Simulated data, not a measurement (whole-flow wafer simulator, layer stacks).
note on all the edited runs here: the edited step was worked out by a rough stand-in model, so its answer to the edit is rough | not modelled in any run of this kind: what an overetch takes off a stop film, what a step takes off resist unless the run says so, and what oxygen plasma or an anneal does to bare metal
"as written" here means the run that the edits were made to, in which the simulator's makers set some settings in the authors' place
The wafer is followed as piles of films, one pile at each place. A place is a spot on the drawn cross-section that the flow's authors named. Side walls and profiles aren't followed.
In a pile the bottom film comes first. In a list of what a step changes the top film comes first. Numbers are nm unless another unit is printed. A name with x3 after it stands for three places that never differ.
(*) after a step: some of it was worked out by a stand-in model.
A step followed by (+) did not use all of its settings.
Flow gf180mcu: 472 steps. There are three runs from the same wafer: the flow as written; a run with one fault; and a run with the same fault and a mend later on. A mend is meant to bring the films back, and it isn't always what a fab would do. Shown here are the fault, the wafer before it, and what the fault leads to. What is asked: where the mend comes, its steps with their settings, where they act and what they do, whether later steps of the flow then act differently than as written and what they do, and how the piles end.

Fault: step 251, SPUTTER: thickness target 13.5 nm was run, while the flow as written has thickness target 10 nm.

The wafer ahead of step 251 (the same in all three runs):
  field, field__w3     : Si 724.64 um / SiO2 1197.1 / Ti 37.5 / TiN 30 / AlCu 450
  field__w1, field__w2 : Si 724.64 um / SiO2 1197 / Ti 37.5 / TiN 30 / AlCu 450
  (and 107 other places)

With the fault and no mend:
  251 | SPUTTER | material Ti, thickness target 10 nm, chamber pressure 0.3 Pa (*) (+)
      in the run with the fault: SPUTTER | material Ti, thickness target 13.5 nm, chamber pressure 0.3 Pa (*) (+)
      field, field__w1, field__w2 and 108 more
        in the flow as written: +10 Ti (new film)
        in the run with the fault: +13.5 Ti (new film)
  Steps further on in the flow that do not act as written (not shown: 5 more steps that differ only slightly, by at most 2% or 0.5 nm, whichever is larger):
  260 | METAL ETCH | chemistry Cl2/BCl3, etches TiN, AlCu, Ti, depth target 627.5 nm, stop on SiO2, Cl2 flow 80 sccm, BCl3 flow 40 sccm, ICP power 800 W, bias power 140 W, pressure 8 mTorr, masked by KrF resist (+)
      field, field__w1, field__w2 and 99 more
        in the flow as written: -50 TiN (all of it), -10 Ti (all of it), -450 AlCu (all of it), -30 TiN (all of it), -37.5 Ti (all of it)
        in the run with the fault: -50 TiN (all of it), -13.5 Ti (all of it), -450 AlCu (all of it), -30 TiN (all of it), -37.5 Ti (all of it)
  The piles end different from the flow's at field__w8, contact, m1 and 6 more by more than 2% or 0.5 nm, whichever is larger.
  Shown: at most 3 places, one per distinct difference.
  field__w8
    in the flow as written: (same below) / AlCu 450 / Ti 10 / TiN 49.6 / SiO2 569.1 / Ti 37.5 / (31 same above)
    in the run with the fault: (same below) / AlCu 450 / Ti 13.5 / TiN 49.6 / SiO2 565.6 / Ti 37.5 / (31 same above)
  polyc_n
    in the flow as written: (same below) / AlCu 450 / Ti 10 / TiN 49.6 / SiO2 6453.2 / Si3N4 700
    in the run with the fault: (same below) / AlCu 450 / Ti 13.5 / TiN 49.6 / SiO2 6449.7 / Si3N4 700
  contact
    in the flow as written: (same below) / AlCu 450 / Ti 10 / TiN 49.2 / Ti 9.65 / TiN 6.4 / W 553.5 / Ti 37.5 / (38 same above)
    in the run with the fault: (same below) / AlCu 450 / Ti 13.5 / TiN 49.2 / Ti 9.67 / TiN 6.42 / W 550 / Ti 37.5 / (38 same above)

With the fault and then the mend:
  After step 251 comes the mend.
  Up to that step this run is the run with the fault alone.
  251a | METAL ETCH | chemistry Cl2/BCl3, etches TiN, AlCu, Ti, depth target 3.5 nm, Cl2 flow 80 sccm, BCl3 flow 40 sccm, ICP power 800 W, bias power 140 W, pressure 8 mTorr
      field, field__w1, field__w2 and 108 more
        -3.5 Ti
  None of the later steps of the flow acts differently than as written at any place that is followed.
  By the end, the piles equal the flow's at every place that both follow.
